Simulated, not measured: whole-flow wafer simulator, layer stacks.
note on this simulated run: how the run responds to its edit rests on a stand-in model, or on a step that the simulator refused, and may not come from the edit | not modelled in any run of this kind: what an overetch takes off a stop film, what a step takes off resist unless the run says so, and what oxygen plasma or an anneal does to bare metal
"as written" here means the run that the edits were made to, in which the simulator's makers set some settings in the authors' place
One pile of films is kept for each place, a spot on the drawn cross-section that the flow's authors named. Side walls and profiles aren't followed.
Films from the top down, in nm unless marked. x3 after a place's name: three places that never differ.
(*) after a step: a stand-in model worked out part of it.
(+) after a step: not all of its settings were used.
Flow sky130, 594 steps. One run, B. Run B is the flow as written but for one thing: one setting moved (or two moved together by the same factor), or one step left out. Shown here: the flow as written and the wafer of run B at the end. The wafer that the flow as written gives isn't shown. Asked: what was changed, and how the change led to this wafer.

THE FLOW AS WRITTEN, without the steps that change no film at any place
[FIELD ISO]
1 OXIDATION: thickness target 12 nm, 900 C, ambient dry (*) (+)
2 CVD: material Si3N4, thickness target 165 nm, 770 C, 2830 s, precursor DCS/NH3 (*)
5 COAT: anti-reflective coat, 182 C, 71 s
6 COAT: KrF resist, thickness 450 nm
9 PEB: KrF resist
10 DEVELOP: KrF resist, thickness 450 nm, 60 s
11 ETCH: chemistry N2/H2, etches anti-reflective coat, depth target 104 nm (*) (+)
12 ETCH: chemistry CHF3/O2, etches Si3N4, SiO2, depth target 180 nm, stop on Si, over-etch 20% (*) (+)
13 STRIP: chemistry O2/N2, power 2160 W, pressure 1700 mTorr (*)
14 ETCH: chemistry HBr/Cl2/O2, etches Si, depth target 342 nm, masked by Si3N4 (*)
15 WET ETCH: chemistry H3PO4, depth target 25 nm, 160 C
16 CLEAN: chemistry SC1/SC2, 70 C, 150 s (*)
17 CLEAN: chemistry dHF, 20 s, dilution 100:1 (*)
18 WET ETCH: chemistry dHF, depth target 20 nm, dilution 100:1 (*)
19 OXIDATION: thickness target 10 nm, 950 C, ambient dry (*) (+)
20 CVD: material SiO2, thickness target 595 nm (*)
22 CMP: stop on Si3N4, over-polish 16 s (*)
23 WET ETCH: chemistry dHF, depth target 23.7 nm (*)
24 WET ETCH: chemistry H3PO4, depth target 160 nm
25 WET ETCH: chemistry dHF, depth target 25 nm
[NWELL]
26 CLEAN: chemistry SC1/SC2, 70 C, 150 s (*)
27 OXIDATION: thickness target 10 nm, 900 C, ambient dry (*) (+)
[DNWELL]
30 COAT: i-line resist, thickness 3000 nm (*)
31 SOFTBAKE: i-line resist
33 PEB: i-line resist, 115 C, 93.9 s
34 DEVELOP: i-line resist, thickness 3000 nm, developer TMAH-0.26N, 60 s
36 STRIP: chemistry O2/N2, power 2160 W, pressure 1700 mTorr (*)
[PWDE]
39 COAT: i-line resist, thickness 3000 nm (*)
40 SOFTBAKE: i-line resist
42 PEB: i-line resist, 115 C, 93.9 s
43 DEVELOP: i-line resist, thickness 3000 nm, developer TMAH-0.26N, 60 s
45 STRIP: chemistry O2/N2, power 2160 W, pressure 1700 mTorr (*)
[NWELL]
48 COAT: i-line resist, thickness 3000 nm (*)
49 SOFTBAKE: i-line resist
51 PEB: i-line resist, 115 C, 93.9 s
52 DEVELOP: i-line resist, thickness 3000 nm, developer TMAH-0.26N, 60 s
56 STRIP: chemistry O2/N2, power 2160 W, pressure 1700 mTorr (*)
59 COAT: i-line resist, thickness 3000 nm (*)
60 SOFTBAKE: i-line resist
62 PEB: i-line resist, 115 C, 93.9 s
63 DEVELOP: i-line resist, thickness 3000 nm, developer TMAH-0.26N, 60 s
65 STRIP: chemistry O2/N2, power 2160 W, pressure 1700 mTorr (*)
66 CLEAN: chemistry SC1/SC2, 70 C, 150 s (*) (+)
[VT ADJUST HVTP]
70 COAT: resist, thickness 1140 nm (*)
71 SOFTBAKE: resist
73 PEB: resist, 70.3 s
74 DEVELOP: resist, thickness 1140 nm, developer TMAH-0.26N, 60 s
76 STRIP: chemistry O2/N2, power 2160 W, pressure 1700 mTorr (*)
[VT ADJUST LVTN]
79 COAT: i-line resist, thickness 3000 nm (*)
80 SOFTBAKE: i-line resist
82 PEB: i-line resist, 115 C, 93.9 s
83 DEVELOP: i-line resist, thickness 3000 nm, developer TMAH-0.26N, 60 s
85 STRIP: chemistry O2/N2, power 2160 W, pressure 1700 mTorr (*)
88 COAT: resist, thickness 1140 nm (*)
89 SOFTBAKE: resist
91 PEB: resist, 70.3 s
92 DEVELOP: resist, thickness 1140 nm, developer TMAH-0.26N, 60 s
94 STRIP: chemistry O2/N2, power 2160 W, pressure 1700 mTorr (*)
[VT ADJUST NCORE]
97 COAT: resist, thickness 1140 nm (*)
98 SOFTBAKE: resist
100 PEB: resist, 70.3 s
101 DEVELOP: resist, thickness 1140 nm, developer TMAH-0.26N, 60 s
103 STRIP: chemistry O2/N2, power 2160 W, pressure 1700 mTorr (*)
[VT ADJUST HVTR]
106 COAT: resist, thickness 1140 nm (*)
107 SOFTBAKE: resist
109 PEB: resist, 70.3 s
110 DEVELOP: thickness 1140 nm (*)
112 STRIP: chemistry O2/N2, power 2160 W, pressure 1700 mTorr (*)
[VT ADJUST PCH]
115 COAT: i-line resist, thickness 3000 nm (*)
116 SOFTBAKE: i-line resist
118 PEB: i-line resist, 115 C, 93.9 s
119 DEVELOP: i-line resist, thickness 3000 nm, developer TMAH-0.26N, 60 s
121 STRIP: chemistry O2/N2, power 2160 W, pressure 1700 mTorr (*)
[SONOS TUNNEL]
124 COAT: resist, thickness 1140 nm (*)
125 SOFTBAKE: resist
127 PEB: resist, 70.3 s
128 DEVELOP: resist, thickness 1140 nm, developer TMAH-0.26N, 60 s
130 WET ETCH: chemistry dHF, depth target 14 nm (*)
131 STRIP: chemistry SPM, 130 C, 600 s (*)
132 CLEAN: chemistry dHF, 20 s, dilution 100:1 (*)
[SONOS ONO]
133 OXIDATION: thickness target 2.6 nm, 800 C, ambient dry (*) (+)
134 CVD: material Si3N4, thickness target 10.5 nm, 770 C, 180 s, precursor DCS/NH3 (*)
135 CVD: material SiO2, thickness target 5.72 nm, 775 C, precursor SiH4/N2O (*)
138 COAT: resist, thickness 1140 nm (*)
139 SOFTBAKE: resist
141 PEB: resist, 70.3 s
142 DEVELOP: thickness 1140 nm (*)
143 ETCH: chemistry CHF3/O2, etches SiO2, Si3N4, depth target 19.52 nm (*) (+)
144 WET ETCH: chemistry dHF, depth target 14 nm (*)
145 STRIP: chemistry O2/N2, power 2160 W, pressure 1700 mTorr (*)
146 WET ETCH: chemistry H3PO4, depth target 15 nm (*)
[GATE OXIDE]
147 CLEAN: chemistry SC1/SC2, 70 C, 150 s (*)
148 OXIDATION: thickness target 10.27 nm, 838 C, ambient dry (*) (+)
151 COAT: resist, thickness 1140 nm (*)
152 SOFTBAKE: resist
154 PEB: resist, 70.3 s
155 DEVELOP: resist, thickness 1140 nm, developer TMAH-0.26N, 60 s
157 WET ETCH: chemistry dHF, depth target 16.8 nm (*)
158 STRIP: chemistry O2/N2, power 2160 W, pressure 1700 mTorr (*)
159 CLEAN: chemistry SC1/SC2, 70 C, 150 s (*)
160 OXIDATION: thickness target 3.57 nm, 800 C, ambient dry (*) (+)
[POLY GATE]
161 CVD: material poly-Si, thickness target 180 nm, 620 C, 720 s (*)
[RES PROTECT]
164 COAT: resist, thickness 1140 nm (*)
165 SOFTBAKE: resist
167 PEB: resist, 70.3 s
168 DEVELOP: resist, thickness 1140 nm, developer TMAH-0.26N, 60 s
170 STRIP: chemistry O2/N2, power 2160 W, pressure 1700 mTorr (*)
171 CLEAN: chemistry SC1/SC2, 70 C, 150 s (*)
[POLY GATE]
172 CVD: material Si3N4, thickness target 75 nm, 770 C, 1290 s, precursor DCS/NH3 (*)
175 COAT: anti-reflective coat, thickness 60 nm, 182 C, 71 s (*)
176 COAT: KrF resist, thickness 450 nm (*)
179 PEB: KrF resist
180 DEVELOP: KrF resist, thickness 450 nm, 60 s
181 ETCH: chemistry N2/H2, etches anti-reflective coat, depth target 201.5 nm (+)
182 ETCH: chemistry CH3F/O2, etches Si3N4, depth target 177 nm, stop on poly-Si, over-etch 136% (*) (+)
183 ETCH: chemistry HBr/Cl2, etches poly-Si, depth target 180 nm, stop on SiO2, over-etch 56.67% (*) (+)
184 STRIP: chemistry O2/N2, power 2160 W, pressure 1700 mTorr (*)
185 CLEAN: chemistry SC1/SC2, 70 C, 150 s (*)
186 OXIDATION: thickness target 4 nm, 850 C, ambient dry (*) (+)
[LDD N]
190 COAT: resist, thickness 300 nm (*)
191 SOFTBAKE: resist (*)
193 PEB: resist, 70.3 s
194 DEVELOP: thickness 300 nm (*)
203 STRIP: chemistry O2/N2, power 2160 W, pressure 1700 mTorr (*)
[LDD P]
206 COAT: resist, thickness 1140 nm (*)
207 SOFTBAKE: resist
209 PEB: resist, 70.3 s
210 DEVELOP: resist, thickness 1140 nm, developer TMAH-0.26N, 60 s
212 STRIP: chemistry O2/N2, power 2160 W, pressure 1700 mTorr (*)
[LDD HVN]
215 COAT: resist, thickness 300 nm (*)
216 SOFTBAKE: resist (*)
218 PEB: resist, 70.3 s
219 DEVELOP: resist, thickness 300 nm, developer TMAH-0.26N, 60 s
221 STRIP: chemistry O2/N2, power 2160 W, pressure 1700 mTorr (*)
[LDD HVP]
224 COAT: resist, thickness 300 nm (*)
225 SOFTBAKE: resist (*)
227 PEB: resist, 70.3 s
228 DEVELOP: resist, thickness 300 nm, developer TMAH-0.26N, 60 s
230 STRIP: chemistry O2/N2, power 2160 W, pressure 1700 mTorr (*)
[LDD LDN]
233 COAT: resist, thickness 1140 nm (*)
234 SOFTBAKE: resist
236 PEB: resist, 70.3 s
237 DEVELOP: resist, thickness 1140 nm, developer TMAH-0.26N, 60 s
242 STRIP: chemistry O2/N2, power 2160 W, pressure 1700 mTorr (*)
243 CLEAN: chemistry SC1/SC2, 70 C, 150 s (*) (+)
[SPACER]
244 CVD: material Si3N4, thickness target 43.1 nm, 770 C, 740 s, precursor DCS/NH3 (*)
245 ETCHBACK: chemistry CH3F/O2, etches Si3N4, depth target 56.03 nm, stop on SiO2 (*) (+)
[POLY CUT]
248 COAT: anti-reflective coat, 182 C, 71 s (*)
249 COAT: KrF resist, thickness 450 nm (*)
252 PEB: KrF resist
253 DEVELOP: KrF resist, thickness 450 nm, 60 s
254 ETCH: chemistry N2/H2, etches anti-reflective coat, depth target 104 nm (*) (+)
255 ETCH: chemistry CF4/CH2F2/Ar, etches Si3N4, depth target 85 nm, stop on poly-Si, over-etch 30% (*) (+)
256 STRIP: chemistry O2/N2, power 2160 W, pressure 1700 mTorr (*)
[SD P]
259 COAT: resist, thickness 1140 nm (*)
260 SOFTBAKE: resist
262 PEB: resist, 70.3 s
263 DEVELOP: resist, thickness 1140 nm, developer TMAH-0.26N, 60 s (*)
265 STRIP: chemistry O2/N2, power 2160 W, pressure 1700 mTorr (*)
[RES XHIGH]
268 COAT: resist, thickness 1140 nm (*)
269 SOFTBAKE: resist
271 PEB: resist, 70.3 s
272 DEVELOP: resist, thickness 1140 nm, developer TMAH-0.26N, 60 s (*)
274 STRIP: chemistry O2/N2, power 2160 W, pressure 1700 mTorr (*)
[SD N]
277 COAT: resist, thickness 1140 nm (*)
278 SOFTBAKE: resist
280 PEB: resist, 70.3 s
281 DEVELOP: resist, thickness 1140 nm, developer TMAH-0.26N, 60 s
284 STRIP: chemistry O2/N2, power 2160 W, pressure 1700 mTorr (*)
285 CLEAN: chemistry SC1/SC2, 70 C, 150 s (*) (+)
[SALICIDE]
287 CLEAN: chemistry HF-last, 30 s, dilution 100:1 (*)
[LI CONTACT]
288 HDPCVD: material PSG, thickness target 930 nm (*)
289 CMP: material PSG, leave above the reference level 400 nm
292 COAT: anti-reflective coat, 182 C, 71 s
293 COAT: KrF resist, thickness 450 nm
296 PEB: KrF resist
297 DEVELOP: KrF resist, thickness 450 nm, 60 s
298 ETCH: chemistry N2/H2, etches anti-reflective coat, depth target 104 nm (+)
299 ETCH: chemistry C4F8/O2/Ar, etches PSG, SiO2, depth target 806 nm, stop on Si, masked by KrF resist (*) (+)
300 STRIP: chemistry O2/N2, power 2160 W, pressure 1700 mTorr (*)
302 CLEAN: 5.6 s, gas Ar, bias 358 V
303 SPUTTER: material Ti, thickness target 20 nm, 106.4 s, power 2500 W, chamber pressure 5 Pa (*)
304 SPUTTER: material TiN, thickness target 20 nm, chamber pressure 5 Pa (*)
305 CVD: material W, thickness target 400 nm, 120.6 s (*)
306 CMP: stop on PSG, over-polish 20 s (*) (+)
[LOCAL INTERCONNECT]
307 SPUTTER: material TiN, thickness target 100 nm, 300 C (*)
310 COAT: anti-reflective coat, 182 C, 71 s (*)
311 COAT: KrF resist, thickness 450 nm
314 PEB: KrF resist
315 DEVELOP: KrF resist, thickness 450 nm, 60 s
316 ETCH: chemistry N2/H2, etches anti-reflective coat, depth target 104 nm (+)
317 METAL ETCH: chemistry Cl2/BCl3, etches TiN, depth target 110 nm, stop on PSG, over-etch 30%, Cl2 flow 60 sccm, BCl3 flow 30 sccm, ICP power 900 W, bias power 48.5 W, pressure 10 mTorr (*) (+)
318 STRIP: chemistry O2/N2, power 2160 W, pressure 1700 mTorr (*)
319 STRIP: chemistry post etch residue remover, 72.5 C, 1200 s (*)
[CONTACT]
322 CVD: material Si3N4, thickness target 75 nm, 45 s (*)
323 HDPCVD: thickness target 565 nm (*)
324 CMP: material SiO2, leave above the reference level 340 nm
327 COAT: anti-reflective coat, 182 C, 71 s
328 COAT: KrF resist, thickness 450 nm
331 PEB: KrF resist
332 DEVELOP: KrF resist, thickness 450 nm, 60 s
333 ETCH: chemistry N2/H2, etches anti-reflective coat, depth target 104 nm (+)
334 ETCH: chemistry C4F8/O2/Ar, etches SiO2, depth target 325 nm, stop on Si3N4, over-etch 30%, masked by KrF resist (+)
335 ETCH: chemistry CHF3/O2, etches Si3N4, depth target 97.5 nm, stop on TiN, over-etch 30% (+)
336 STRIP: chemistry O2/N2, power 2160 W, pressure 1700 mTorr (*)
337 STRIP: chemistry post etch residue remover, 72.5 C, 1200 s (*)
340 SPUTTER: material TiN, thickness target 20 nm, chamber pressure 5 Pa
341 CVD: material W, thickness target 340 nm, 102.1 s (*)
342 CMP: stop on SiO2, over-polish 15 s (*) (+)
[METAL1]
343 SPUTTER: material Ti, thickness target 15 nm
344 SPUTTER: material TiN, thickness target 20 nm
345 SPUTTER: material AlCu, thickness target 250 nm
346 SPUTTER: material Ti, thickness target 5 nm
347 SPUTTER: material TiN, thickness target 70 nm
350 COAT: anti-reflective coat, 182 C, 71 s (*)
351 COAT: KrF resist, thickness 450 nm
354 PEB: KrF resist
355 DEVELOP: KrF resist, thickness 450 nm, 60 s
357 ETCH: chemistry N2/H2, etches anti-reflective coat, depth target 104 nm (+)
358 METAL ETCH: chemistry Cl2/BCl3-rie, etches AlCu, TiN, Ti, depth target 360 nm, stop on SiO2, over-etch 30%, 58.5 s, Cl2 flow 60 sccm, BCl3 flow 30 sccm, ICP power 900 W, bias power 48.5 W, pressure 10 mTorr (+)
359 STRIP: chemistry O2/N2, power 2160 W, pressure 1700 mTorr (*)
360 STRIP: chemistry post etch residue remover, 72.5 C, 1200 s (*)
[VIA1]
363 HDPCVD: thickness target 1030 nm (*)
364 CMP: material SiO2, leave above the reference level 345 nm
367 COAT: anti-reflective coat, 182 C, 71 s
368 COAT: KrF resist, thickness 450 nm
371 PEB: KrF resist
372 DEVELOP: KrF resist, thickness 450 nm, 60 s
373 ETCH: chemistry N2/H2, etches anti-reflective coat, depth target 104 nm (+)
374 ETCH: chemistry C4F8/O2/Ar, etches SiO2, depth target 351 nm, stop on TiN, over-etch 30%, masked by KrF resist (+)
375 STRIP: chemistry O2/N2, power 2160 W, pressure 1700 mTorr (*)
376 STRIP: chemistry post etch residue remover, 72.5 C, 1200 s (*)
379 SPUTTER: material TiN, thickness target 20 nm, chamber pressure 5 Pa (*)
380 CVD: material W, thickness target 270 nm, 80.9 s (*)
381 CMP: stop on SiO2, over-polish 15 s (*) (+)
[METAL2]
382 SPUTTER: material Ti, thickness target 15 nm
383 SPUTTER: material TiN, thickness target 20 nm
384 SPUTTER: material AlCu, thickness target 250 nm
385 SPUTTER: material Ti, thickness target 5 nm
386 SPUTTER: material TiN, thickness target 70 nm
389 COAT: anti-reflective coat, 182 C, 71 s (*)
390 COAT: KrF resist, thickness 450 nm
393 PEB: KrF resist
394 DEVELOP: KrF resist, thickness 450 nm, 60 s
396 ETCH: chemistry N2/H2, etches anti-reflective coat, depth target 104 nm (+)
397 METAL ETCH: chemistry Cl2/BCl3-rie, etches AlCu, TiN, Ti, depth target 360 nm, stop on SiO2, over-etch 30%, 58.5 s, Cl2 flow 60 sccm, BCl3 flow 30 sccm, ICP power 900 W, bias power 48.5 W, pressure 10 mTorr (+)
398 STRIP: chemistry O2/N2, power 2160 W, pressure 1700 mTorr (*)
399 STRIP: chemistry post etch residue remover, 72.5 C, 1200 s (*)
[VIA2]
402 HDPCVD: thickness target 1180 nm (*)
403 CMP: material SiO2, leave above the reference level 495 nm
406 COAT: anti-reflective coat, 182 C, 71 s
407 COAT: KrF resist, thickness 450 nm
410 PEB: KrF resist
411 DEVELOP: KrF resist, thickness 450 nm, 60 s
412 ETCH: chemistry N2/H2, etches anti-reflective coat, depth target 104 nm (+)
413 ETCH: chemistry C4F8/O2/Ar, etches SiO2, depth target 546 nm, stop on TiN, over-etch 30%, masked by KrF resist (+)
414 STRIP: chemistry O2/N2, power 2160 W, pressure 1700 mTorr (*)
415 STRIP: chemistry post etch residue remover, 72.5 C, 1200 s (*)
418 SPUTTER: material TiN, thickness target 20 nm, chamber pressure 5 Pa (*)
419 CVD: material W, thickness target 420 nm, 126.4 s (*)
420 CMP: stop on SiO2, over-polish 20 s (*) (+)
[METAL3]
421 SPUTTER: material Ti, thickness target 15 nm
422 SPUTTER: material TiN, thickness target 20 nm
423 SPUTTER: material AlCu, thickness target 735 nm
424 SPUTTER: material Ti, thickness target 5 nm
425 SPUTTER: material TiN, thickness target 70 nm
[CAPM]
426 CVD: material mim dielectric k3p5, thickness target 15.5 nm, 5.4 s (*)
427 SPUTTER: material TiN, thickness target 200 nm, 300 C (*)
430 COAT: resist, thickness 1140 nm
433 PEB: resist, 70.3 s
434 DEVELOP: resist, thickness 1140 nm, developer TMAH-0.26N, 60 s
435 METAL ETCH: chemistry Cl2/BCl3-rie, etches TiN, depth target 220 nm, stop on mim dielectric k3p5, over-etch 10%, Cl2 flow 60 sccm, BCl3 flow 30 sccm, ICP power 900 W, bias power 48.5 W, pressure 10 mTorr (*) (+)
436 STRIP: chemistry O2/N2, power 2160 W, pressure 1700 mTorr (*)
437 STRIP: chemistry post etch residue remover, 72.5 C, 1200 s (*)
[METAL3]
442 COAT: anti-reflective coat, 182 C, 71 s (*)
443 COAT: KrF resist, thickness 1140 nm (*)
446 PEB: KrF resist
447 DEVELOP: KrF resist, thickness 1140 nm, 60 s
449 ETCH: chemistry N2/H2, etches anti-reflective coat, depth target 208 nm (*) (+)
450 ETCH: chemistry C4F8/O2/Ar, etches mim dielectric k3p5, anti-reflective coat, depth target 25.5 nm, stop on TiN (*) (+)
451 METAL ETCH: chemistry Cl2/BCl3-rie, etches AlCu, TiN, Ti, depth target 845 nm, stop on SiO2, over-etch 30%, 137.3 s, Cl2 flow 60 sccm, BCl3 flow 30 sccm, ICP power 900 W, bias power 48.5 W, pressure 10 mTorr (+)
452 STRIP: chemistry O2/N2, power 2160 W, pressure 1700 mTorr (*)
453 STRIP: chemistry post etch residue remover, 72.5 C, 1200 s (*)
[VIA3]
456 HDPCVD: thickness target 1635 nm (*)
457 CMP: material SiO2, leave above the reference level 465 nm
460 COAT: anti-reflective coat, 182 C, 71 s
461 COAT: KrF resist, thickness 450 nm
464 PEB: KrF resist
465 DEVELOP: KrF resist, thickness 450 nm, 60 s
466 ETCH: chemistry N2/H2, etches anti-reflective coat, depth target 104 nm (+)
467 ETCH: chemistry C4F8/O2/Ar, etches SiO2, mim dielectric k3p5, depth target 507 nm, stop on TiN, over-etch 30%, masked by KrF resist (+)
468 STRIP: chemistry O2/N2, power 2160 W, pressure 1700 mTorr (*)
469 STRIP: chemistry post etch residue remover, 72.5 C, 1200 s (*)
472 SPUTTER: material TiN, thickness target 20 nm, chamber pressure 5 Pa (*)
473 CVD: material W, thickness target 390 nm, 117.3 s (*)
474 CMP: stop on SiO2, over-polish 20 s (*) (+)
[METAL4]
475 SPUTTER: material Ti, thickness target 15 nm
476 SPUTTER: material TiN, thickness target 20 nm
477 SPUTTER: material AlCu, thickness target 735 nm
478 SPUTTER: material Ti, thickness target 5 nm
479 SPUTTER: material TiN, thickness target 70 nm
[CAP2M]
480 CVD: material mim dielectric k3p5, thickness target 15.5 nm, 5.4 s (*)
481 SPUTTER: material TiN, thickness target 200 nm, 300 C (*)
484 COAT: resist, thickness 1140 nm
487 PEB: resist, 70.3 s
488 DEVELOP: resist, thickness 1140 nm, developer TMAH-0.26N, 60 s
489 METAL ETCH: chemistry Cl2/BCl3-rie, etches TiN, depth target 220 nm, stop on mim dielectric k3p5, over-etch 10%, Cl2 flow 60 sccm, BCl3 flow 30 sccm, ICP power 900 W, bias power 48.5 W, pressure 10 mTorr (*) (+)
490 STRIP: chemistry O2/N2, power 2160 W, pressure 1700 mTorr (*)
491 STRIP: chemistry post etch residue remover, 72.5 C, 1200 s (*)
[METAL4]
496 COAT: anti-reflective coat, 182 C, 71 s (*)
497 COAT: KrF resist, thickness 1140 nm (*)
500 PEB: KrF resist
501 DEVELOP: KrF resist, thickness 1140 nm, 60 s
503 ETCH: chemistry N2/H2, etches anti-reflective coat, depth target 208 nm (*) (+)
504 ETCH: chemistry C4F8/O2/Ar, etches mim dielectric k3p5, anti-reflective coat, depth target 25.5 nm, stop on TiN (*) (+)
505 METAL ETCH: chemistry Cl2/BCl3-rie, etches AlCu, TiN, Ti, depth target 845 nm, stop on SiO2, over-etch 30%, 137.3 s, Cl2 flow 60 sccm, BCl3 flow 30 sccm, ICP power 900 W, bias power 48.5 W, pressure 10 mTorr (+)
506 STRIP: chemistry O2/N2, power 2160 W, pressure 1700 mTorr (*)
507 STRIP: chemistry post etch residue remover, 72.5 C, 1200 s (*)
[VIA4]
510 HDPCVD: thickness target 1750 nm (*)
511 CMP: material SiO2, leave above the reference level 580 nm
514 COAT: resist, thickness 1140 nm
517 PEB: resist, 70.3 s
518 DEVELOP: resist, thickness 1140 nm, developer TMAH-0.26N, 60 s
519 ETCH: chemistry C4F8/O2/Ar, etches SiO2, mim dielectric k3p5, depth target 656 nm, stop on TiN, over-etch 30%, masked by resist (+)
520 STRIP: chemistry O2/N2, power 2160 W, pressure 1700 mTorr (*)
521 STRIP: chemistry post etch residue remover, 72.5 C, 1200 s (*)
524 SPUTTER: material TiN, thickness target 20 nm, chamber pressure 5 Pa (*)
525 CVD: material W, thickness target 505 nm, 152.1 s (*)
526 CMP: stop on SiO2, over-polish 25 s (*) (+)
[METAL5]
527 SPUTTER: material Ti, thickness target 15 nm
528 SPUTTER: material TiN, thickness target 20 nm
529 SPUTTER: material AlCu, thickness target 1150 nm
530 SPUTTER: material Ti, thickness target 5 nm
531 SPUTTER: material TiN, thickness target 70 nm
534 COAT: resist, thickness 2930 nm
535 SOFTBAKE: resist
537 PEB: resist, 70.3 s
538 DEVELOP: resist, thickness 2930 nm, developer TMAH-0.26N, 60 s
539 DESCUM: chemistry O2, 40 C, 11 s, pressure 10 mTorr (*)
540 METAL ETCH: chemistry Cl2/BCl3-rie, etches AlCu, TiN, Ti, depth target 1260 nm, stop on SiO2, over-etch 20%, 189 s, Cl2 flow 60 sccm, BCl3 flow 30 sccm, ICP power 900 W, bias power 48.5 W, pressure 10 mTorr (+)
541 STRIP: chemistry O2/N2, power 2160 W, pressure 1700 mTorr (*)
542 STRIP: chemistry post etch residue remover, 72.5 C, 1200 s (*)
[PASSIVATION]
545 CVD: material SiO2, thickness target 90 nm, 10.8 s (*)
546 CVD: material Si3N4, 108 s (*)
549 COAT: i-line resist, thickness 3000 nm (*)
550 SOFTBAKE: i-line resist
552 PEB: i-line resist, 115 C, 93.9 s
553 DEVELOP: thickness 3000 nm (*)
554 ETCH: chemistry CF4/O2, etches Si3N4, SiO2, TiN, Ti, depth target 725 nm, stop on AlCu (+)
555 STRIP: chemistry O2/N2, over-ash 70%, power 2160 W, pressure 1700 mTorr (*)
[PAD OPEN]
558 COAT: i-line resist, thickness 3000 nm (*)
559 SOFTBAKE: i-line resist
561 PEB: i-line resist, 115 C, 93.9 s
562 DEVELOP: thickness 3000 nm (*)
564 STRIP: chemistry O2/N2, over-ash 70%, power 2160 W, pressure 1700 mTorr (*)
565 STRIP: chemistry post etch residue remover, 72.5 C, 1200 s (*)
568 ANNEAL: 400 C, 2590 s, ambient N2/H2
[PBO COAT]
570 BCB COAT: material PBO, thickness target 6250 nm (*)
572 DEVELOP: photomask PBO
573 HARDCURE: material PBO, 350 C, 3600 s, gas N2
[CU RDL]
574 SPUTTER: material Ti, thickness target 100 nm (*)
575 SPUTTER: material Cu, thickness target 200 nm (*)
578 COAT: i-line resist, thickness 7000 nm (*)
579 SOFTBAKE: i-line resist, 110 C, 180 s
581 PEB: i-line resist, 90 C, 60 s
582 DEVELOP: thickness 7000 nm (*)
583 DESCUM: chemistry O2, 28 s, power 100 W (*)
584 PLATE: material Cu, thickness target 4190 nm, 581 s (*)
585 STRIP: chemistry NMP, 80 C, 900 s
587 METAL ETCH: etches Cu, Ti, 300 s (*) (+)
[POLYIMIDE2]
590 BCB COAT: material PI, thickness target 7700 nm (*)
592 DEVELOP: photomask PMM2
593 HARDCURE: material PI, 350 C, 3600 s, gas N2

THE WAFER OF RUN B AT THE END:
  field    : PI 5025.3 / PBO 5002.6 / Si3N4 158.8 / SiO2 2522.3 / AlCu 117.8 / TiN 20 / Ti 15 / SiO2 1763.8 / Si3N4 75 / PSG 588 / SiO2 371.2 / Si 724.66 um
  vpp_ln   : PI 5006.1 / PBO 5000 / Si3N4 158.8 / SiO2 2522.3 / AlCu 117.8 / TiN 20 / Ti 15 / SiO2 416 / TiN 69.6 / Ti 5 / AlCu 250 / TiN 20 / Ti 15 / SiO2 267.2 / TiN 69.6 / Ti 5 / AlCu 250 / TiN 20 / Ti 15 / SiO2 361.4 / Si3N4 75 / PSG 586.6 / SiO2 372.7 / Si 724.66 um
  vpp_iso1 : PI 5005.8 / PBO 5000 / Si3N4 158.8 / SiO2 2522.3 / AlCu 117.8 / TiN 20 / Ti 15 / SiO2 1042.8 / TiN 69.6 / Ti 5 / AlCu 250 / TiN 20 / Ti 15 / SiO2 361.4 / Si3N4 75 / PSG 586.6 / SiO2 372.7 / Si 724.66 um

The cause: step 451, METAL ETCH: depth target 528.1 nm was run, where the flow has depth target 845 nm; step 451, METAL ETCH: 85.8 s was run, where the flow has 137.3 s.

How the change led to this, step by step:
  451 METAL ETCH: chemistry Cl2/BCl3-rie, etches AlCu, TiN, Ti, depth target 845 nm, stop on SiO2, over-etch 30%, 137.3 s, Cl2 flow 60 sccm, BCl3 flow 30 sccm, ICP power 900 W, bias power 48.5 W, pressure 10 mTorr (+)
      field, gate, spacer and 68 more: TiN -70 (all of it), Ti -5 (all of it), AlCu -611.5 (as written it would be: TiN -70 (all of it), Ti -5 (all of it), AlCu -735 (all of it), TiN -20 (all of it), Ti -15 (all of it), SiO2 -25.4)
      active, vpp_ln, vpp_iso2 and 11 more: TiN -70 (all of it), Ti -5 (all of it), AlCu -611.5 (as written it would be: TiN -70 (all of it), Ti -5 (all of it), AlCu -735 (all of it), TiN -20 (all of it), Ti -15 (all of it), SiO2 -25.3)
      (and at 107 more places)
  452 STRIP: chemistry O2/N2, power 2160 W, pressure 1700 mTorr (*)
      gate_hv, dice_street, pplus_nw and 75 more: KrF resist -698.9 (all of it), anti-reflective coat -80 (all of it) (as written it would be: KrF resist -492.9 (all of it), anti-reflective coat -80 (all of it))
      n_well, p_well, sd_n, sd_p, pad, mim_edge_gap, mim_edge_gap_sheet: KrF resist -698.8 (all of it), anti-reflective coat -80 (all of it) (as written it would be: KrF resist -492.9 (all of it), anti-reflective coat -80 (all of it))
      (and at 22 more places)
  453 STRIP: chemistry post etch residue remover, 72.5 C, 1200 s (*)
      field, active, gate and 82 more: AlCu -5.72 (as written it would be: nothing)
  456 HDPCVD: thickness target 1635 nm (*)
      field, active, gate and 82 more: SiO2 +1635 (new film) (as written it would be: SiO2 +1635)
  457 CMP: material SiO2, leave above the reference level 465 nm
      field, active, gate and 82 more: SiO2 -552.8 (as written it would be: SiO2 -374.7)
Counting metal films that touch as one body, field has 1 body; the flow as written gives 0 bodies.
Counting metal films that touch as one body, vpp_ln has 3 bodies (between them, from the top down: SiO2 416; SiO2 267.2); the flow as written gives 2 bodies (between them, from the top down: SiO2 267.2).
Counting metal films that touch as one body, vpp_iso1 has 2 bodies (between them, from the top down: SiO2 1042.8); the flow as written gives 1 body.
